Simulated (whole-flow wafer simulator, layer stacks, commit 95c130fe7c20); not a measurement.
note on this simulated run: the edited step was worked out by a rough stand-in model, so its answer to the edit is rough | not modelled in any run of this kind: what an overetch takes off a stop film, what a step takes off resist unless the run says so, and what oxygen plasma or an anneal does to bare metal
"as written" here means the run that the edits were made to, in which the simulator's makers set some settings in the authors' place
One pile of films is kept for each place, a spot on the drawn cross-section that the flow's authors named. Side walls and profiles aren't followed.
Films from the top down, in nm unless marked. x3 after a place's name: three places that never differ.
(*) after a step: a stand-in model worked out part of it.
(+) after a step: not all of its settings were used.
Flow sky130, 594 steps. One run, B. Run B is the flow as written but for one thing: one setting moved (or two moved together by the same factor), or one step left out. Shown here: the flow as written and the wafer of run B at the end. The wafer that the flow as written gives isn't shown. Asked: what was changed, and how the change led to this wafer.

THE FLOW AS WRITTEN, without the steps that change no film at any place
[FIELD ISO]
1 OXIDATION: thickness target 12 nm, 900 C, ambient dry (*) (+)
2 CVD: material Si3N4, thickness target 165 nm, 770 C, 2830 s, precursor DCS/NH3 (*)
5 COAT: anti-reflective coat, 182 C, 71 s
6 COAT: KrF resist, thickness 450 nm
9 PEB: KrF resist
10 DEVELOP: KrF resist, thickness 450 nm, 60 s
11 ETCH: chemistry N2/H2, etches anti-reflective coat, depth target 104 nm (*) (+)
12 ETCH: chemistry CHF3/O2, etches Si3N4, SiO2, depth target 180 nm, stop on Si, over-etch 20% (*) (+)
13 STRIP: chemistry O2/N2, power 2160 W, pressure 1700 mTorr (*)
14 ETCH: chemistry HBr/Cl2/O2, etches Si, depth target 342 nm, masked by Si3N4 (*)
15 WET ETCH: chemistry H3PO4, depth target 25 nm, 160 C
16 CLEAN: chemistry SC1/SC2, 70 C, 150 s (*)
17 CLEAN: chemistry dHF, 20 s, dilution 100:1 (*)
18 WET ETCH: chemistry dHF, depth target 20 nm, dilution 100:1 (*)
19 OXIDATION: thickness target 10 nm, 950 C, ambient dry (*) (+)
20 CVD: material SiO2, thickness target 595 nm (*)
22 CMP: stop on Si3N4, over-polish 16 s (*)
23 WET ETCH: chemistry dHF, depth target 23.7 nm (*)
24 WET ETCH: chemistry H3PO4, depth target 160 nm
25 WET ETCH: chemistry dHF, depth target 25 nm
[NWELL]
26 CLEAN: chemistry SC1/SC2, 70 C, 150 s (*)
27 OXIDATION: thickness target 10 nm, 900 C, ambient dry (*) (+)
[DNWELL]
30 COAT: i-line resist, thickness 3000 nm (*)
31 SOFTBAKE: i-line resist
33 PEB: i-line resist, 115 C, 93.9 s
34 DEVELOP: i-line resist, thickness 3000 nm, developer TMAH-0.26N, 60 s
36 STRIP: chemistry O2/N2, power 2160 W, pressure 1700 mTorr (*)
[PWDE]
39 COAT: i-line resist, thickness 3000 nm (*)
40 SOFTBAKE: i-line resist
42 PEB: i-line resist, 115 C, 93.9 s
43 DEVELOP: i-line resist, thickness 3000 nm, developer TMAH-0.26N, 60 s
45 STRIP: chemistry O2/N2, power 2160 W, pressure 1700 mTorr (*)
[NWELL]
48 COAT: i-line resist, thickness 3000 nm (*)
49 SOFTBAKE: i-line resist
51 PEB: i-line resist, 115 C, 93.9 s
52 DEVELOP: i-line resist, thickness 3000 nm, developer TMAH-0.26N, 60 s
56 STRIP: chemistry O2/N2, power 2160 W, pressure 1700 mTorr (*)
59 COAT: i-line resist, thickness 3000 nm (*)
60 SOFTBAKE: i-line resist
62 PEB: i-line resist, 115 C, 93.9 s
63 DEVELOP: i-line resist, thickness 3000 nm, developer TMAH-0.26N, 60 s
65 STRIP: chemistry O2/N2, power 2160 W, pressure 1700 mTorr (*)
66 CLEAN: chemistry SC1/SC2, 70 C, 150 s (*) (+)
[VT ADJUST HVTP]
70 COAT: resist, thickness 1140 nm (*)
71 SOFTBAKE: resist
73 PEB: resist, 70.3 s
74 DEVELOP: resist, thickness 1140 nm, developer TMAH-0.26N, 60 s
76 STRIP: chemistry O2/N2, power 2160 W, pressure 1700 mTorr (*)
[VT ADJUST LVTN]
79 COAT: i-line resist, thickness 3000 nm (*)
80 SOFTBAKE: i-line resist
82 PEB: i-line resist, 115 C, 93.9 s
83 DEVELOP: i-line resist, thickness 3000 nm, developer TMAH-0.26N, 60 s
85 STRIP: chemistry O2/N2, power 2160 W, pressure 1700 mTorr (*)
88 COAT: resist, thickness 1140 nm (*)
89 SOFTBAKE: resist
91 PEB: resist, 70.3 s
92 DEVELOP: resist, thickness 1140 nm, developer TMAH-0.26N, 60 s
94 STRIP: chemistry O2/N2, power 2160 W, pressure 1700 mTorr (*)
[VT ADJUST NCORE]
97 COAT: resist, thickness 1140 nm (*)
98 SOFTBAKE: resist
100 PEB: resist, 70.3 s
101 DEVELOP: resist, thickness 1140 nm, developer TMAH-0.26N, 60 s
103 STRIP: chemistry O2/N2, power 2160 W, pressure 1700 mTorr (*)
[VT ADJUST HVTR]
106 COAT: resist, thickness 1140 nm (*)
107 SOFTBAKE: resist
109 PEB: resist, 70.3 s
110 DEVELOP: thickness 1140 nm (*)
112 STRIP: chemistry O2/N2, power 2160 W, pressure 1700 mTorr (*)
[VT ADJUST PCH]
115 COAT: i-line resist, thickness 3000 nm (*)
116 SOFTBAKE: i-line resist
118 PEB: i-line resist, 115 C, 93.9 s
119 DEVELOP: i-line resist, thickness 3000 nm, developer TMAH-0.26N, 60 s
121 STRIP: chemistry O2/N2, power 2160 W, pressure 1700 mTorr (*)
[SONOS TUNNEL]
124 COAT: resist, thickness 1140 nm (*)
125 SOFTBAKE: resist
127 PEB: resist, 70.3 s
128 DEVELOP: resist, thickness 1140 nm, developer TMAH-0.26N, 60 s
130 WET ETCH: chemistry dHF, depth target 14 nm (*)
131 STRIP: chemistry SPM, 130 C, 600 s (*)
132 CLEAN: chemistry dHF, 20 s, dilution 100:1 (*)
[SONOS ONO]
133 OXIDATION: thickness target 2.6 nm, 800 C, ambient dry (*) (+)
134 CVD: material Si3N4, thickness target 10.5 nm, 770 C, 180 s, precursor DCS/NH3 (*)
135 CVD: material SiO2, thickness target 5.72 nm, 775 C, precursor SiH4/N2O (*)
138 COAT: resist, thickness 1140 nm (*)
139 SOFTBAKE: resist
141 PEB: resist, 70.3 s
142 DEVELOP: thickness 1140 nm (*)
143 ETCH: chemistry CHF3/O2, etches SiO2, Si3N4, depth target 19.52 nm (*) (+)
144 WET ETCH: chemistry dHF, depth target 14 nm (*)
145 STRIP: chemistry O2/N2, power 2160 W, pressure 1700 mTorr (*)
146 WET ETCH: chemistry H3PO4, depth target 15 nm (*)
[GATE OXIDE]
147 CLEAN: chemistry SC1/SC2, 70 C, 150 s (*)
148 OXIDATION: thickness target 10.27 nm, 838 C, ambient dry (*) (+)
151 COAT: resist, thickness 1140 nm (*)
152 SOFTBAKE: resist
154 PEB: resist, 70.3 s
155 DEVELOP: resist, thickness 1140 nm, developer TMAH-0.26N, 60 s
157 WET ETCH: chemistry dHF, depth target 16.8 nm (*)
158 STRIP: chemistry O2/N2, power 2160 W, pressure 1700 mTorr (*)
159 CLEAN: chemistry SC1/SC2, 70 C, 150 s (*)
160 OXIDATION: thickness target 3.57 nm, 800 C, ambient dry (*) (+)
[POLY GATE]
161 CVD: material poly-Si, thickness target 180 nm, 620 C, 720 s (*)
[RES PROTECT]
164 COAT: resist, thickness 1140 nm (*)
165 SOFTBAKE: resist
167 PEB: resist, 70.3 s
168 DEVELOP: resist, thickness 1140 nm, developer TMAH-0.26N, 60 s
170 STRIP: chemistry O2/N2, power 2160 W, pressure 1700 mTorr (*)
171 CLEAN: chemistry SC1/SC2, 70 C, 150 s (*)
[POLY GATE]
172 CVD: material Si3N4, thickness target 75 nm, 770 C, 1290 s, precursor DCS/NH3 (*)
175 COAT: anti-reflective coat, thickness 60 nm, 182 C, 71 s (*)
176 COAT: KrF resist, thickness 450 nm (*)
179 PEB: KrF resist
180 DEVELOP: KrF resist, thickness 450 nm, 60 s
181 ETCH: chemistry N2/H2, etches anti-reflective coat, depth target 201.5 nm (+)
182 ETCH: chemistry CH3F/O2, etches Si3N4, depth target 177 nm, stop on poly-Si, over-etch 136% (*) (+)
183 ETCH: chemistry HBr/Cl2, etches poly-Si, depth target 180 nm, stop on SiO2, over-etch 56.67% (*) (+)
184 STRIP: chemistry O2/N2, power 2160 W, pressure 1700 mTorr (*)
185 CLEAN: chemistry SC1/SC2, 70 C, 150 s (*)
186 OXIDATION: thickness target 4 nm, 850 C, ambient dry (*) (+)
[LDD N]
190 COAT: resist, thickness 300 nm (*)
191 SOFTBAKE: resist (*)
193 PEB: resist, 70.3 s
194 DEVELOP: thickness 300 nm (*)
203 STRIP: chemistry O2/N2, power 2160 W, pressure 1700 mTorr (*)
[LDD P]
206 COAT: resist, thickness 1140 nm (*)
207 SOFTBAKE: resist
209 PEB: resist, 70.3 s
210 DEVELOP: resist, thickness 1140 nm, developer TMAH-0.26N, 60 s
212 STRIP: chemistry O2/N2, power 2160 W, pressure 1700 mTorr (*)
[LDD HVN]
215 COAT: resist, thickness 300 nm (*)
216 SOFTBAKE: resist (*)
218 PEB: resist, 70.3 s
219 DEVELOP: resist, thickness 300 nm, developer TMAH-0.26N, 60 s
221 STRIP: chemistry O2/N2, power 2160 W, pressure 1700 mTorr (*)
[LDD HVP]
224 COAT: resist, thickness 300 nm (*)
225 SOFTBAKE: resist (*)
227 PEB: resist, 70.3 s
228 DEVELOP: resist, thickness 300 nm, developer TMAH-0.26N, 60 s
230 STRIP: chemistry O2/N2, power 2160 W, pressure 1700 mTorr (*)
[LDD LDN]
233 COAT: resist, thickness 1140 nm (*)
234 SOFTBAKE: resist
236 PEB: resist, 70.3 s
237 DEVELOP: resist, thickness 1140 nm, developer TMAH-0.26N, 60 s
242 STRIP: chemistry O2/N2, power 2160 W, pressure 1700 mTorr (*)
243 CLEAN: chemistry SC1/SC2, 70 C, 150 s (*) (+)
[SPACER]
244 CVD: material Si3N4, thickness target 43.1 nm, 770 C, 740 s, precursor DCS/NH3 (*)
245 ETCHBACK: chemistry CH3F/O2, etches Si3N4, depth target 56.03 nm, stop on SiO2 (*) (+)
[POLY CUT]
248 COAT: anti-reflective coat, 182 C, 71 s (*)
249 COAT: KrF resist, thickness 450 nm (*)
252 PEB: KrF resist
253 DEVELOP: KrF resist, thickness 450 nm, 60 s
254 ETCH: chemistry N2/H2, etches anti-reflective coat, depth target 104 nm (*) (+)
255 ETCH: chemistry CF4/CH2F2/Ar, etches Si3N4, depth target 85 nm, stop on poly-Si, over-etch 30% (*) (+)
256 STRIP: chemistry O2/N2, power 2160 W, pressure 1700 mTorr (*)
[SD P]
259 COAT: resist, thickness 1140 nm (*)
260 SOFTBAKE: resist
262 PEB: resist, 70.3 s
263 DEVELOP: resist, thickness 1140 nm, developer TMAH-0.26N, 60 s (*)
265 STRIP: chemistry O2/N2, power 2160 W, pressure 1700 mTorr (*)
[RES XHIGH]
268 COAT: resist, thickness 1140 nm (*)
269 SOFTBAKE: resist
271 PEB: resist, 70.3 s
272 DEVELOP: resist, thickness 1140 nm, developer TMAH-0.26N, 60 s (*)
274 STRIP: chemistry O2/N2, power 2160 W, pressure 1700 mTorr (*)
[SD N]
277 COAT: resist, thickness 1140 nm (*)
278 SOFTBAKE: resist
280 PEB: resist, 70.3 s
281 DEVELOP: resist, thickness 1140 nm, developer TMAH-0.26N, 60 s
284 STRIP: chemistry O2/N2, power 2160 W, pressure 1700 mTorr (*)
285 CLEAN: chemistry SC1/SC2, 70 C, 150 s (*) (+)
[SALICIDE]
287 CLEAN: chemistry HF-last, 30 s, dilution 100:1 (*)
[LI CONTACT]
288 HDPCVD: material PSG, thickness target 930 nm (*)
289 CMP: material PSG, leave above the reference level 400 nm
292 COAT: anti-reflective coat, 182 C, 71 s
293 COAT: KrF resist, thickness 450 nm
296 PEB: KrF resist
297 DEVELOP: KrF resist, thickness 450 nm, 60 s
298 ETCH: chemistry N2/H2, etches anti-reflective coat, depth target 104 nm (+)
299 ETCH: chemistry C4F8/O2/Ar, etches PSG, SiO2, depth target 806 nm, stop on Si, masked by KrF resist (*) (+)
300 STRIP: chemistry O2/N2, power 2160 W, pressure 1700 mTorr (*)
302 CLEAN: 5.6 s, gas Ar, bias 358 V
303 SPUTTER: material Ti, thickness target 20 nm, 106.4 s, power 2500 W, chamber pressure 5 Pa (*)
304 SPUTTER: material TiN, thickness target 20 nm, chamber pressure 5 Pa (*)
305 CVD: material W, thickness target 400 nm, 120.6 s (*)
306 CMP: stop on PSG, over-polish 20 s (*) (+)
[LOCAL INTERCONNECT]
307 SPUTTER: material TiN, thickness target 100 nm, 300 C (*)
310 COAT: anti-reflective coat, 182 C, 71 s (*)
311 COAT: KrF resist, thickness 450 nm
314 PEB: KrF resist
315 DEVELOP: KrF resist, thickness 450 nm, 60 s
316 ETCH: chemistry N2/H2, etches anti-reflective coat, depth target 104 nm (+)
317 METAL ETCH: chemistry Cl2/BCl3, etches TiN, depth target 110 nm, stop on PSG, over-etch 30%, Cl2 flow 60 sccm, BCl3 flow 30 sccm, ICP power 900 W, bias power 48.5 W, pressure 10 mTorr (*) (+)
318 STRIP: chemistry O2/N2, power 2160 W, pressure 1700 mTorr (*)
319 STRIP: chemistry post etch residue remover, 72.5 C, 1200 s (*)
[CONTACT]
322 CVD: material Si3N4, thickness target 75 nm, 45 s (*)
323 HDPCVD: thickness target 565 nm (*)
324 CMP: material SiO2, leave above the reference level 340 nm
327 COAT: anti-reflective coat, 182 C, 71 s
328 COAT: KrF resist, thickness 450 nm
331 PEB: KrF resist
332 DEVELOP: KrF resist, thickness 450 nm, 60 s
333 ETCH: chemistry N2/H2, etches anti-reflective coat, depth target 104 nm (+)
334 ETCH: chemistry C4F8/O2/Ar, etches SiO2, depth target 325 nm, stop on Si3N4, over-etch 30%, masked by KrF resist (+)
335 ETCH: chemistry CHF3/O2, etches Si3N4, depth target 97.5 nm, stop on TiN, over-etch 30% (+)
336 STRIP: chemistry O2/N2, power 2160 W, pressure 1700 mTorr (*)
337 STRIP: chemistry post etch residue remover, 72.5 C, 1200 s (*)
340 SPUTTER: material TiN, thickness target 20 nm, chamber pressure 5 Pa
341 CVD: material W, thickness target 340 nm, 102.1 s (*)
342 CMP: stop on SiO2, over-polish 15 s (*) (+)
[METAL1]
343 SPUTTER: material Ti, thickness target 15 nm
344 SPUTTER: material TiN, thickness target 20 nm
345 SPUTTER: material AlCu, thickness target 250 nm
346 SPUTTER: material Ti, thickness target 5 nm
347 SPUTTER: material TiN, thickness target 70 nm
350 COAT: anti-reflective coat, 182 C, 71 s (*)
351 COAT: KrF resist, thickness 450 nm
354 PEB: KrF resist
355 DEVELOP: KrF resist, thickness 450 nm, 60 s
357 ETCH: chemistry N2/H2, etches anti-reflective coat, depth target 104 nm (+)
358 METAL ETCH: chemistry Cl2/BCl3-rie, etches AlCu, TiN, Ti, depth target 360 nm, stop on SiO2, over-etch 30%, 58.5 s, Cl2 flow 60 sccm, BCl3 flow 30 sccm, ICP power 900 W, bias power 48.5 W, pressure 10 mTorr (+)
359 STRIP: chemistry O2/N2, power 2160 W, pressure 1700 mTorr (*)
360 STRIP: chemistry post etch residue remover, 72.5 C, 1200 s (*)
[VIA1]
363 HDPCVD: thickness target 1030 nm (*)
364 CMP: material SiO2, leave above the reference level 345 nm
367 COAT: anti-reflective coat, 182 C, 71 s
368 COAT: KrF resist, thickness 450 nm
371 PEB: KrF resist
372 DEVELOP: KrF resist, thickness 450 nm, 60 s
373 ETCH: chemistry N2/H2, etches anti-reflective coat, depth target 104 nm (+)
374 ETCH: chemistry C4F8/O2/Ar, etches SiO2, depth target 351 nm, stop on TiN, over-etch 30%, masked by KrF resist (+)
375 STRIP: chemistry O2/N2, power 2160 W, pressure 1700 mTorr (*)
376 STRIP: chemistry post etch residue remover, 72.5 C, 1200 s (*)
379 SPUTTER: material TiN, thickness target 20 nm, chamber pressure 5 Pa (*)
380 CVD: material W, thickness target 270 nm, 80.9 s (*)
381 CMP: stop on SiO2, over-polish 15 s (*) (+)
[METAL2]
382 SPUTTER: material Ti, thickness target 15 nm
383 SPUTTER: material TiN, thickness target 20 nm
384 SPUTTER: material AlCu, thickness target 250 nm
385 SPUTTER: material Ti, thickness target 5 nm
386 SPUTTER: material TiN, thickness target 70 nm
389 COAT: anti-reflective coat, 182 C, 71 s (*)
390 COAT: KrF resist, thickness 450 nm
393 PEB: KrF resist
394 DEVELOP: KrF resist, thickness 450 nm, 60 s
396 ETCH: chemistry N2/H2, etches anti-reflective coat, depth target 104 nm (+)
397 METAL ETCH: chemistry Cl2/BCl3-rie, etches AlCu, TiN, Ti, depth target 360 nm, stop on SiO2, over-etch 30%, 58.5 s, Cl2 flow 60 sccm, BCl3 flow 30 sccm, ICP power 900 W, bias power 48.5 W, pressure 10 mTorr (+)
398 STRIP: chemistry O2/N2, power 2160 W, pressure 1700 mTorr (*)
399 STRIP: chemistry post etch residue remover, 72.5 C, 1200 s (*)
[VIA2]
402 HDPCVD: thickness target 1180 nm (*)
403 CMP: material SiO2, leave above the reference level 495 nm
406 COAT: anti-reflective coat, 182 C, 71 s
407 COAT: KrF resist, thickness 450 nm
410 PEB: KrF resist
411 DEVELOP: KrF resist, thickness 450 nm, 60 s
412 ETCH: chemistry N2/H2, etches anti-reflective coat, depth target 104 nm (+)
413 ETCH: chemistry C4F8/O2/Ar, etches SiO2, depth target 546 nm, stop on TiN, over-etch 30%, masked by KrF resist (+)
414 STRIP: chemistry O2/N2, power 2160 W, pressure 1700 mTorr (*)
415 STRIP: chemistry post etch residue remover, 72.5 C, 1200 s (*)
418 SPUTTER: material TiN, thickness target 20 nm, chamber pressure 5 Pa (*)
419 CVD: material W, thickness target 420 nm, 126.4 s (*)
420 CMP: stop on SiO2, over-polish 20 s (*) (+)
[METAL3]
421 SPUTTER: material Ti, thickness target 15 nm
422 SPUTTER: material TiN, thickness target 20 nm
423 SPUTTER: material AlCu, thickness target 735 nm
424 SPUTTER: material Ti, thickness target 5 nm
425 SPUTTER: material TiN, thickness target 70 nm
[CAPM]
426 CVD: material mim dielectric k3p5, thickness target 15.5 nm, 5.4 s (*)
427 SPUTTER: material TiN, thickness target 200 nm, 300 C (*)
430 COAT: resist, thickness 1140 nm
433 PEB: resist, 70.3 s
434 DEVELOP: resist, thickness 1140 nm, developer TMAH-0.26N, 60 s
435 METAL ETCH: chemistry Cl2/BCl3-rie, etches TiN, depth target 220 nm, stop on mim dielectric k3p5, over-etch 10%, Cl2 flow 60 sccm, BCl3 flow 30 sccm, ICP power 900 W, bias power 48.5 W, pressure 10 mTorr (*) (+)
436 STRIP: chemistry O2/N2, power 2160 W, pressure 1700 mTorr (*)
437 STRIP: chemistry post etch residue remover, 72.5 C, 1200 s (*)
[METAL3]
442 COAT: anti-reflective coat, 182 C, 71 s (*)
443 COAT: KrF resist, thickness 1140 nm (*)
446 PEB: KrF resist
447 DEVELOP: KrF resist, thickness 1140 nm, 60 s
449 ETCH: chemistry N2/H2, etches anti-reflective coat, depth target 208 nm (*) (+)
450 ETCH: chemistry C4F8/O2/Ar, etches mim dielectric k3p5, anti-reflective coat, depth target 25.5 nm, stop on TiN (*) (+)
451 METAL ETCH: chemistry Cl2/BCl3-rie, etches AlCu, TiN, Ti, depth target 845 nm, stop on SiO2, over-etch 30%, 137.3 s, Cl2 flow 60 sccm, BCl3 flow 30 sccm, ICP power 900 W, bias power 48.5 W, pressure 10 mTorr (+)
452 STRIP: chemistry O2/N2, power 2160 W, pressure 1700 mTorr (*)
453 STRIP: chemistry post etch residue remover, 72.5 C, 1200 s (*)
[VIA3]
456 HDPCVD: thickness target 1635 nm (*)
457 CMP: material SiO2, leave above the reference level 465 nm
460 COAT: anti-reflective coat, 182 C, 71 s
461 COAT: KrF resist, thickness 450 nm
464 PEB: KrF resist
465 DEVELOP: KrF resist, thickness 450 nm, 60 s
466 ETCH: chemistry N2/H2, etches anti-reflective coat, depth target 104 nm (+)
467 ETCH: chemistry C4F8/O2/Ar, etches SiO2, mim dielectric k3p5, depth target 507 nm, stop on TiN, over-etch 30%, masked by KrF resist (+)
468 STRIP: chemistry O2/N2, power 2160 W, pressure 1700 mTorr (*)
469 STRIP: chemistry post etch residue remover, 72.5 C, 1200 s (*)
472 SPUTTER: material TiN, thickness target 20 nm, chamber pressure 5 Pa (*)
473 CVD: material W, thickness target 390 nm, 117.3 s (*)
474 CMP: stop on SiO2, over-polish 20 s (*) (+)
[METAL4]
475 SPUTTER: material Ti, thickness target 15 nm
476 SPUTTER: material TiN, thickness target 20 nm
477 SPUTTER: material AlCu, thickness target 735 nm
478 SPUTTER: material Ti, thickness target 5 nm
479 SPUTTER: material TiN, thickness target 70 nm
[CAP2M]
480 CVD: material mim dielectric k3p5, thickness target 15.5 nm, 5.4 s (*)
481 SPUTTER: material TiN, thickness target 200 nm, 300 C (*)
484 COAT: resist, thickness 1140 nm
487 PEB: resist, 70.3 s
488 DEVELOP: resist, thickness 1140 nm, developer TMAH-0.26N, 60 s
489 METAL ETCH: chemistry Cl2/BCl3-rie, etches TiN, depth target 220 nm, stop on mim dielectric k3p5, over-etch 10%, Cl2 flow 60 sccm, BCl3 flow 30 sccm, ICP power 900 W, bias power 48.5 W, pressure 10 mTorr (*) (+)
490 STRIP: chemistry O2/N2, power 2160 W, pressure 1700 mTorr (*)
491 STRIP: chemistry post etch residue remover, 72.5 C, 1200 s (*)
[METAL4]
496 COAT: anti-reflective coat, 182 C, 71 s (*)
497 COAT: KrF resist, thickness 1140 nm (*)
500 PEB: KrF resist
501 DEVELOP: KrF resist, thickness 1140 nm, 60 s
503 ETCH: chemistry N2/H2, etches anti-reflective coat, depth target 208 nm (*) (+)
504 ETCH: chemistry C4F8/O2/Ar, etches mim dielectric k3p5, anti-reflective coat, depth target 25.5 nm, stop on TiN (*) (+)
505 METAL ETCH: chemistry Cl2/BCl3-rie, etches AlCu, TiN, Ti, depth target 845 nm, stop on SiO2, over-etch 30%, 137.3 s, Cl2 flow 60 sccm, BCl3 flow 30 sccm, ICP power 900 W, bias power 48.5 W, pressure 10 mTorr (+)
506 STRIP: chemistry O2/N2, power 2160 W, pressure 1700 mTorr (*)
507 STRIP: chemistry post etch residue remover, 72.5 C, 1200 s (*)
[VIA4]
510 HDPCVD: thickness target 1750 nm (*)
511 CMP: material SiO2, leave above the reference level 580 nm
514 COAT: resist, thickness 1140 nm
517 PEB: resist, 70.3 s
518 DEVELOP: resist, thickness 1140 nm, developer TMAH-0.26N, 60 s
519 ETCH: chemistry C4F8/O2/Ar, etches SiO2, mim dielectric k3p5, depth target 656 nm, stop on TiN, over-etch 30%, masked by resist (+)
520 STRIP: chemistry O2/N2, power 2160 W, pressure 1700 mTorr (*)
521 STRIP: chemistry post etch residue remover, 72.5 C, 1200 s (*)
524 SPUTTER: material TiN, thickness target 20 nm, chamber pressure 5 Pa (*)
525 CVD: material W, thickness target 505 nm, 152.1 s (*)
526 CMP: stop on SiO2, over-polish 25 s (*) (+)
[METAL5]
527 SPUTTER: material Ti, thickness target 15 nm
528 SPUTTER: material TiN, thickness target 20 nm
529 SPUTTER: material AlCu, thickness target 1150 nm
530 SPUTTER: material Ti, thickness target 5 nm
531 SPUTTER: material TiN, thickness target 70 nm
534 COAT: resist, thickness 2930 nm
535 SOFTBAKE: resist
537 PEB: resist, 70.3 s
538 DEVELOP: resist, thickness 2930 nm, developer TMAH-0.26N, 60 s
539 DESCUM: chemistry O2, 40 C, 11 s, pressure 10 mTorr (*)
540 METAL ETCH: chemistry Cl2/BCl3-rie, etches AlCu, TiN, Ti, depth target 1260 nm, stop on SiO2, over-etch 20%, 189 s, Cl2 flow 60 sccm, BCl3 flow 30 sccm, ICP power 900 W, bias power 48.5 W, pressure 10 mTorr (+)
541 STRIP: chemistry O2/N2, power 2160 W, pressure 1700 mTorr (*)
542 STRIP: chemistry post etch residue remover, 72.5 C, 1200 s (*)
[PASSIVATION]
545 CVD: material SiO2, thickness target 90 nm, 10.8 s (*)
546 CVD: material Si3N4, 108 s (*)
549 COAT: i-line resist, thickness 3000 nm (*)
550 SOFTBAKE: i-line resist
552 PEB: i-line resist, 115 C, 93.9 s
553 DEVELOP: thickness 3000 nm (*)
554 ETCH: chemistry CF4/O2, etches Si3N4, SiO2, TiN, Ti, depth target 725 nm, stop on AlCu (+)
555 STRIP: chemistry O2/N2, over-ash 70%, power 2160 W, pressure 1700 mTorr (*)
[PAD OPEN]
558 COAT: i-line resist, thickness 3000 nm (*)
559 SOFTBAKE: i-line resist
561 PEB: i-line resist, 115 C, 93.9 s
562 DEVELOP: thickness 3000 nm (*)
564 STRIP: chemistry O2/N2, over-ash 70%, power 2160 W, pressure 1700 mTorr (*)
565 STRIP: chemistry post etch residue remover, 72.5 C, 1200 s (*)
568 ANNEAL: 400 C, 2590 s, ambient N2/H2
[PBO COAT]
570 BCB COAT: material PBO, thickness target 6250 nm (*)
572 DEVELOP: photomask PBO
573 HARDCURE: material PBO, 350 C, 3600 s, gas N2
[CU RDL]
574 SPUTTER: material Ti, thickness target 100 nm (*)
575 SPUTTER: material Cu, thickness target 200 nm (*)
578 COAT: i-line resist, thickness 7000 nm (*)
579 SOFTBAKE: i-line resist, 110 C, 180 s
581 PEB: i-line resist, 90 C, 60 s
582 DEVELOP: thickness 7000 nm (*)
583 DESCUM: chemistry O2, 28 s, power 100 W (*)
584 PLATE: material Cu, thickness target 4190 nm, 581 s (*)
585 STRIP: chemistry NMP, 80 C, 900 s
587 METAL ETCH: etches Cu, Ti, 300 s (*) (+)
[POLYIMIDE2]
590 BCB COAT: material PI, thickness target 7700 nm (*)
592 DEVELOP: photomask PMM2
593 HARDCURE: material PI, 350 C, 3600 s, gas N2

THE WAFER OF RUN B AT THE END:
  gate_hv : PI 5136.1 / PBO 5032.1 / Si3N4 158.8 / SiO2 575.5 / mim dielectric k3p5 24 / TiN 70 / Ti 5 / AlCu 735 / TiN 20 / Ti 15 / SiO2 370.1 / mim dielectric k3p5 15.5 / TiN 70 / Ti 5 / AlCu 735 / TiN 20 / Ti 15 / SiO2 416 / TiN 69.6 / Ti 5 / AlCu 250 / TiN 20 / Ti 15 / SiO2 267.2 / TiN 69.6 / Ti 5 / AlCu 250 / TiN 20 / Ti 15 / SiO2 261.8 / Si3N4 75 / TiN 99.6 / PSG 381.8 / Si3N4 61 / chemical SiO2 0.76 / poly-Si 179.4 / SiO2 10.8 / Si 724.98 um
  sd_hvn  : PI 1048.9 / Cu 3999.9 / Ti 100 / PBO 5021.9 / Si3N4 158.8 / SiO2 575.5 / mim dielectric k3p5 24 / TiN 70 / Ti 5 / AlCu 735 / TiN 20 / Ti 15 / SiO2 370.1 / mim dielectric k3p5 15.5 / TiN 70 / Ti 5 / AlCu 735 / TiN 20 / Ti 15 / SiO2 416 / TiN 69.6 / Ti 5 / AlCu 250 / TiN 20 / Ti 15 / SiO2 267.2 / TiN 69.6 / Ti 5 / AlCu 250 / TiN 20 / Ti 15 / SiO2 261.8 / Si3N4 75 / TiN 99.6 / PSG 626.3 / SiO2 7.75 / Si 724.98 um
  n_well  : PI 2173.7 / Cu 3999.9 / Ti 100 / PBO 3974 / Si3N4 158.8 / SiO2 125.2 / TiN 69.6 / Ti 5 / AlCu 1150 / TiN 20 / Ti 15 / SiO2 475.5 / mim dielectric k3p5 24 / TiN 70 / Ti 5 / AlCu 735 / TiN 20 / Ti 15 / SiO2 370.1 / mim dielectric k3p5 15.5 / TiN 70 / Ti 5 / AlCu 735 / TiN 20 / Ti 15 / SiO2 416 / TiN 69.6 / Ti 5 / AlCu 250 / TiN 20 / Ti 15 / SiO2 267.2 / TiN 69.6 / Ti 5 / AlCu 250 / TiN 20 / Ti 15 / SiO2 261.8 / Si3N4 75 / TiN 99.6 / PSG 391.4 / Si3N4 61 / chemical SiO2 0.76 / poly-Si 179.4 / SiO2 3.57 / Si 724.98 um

The cause: step 480, CVD: thickness target 24 nm was run, where the flow has thickness target 15.5 nm; step 480, CVD: 8.37 s was run, where the flow has 5.4 s.
It can be read off the wafer: gate_hv has mim dielectric k3p5 24, and step 480 as written asks for 15.5 nm.

How the change led to this, step by step:
  480 CVD: material mim dielectric k3p5, thickness target 15.5 nm, 5.4 s (*)
      field, active, n_well and 189 more: mim dielectric k3p5 +24 (new film) (as written it would be: mim dielectric k3p5 +15.5 (new film))
  504 ETCH: chemistry C4F8/O2/Ar, etches mim dielectric k3p5, anti-reflective coat, depth target 25.5 nm, stop on TiN (*) (+)
      n_well, p_well, gate_hv and 102 more: KrF resist -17 (as written it would be: KrF resist -15.5)
      field, active, gate and 85 more: mim dielectric k3p5 -24 (all of it) (as written it would be: mim dielectric k3p5 -15.5 (all of it))
  519 ETCH: chemistry C4F8/O2/Ar, etches SiO2, mim dielectric k3p5, depth target 656 nm, stop on TiN, over-etch 30%, masked by resist (+)
      m1: SiO2 -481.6 (all of it), mim dielectric k3p5 -24 (all of it) (as written it would be: SiO2 -490.1 (all of it), mim dielectric k3p5 -15.5 (all of it))
      via4_hole: SiO2 -481 (all of it), mim dielectric k3p5 -24 (all of it) (as written it would be: SiO2 -489.5 (all of it), mim dielectric k3p5 -15.5 (all of it))
